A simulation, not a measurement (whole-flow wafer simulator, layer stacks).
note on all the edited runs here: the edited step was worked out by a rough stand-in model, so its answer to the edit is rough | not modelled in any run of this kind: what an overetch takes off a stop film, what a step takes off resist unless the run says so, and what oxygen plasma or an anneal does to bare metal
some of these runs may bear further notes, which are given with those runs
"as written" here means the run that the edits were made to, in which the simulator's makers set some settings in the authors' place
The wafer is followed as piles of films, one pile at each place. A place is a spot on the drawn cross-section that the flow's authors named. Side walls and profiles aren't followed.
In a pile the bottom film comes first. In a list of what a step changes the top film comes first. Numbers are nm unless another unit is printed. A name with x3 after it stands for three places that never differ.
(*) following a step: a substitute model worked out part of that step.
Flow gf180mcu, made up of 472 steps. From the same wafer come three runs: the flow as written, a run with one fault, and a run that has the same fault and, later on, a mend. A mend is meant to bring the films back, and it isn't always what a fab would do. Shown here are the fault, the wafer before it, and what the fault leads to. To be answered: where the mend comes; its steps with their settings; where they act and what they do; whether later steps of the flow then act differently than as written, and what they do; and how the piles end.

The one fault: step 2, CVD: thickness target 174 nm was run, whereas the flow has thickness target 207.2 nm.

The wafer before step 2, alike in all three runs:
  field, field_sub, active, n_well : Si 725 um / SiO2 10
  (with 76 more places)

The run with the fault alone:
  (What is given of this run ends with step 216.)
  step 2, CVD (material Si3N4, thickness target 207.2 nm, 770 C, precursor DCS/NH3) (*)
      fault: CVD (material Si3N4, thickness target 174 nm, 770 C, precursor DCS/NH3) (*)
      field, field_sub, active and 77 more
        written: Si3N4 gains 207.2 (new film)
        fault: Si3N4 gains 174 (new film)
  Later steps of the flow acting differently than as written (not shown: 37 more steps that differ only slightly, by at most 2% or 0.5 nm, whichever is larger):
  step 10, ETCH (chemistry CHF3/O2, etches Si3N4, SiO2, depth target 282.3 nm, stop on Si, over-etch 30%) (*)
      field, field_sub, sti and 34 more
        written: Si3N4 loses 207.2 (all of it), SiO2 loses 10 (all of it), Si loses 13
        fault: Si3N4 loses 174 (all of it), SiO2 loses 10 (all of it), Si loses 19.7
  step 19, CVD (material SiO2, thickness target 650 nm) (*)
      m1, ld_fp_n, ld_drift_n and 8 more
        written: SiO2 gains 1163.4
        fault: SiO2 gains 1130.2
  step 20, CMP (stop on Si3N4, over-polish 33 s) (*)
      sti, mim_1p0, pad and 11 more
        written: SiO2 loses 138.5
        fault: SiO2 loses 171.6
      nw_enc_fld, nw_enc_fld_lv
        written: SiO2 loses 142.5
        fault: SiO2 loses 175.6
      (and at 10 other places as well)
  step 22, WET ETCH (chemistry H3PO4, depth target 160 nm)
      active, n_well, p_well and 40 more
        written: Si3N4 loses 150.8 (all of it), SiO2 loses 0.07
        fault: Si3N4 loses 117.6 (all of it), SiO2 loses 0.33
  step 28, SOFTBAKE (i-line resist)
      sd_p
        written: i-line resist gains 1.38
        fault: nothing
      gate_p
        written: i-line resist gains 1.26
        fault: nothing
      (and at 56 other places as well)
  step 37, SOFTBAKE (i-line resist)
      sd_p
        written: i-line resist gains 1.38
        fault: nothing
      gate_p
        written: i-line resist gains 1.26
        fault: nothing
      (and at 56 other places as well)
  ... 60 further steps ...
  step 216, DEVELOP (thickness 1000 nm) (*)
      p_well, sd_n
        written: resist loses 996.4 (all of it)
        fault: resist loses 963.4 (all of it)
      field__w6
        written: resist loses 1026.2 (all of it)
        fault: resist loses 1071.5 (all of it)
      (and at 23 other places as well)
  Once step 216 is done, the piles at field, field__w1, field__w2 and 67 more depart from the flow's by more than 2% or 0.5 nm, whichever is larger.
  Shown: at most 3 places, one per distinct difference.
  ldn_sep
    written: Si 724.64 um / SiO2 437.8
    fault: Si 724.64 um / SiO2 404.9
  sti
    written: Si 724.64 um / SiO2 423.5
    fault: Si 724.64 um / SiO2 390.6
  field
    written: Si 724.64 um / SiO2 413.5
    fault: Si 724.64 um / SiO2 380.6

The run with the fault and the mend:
  After step 2 comes the mend.
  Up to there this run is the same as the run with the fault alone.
  step 2a, CVD (material Si3N4, thickness target 33.15 nm, 770 C, precursor DCS/NH3) (*) (the flow's step 2 again, with other settings)
      field, field_sub, active and 77 more
        Si3N4 gains 33.2
  None of the later steps of the flow acts differently than as written at any place that is followed.
  By the end, the piles equal the flow's at every place that both follow.
